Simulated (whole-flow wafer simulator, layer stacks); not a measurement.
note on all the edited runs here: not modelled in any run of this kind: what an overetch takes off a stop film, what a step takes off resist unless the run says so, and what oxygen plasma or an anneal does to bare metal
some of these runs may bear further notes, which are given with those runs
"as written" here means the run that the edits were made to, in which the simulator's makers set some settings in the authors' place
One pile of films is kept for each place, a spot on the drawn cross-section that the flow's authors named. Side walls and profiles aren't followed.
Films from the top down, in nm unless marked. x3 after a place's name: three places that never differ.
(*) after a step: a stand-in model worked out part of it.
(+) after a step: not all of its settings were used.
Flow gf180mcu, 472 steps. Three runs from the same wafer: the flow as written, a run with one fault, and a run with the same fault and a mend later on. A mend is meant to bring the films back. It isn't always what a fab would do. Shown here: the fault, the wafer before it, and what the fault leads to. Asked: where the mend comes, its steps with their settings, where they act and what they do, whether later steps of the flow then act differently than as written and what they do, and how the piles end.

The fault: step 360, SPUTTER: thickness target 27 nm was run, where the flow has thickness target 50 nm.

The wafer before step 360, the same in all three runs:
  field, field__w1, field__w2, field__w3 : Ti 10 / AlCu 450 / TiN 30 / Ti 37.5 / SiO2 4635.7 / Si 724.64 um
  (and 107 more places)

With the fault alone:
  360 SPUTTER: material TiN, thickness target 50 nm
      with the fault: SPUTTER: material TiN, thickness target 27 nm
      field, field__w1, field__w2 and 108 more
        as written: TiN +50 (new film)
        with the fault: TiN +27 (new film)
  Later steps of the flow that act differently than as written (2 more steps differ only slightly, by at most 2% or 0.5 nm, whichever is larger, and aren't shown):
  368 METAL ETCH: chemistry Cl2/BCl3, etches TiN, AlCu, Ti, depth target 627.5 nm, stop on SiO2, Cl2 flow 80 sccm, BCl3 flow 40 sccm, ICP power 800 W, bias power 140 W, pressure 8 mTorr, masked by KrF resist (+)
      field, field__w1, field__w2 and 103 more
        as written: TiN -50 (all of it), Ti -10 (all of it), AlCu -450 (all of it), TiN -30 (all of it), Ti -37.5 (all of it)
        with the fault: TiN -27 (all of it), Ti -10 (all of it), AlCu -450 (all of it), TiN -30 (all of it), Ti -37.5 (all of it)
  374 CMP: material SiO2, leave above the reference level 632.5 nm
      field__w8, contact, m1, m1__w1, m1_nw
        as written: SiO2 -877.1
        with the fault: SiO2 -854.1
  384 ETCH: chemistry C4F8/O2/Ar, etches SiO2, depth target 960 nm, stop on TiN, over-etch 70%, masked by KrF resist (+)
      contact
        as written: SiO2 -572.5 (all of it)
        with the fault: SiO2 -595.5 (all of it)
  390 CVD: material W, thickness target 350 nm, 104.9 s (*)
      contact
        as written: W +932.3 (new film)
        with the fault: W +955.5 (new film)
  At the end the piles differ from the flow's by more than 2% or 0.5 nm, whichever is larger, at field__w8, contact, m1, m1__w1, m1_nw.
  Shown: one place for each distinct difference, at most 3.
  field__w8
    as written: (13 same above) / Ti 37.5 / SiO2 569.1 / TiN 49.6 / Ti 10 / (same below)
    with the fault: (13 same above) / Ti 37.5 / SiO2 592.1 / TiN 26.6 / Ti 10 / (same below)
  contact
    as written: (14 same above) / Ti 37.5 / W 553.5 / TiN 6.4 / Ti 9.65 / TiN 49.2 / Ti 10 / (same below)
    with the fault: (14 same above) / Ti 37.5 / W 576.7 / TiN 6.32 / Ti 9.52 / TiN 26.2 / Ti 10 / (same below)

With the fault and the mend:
  The mend comes after step 367.
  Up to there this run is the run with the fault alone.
  367a STRIP: chemistry O2/N2, power 2160 W, pressure 1700 mTorr (*)
      field__w8, contact, m1, m1__w1, m1_nw
        KrF resist -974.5 (all of it)
  367b SPUTTER: material TiN, thickness target 23 nm (the flow's step 360 once more, with other settings)
      field, field__w1, field__w2 and 108 more
        TiN +23
  367c HMDS: 120 C, 60 s (the flow's step 362 once more)
      changes no film at any place that is followed
  367d COAT: KrF resist, thickness 1000 nm (the flow's step 363 once more)
      field, field__w1, field__w2 and 108 more
        KrF resist +1000 (new film)
  367e SOFTBAKE: KrF resist (the flow's step 364 once more)
      changes no film at any place that is followed
  367f EXPOSE: photomask Metal4 (the flow's step 365 once more)
      changes no film at any place that is followed
  367g PEB: KrF resist, 135 C, 90 s (the flow's step 366 once more)
      field, field__w1, field__w2 and 108 more
        KrF resist -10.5
  367h DEVELOP: thickness 1000 nm, 60 s (the flow's step 367 once more)
      field, field__w1, field__w2 and 103 more
        KrF resist -989.5 (all of it)
      field__w8, contact, m1, m1__w1, m1_nw
        KrF resist -14.9
  No later step of the flow acts differently than as written at any place that is followed.
  At the end the piles are the same as the flow's at every place that both follow.
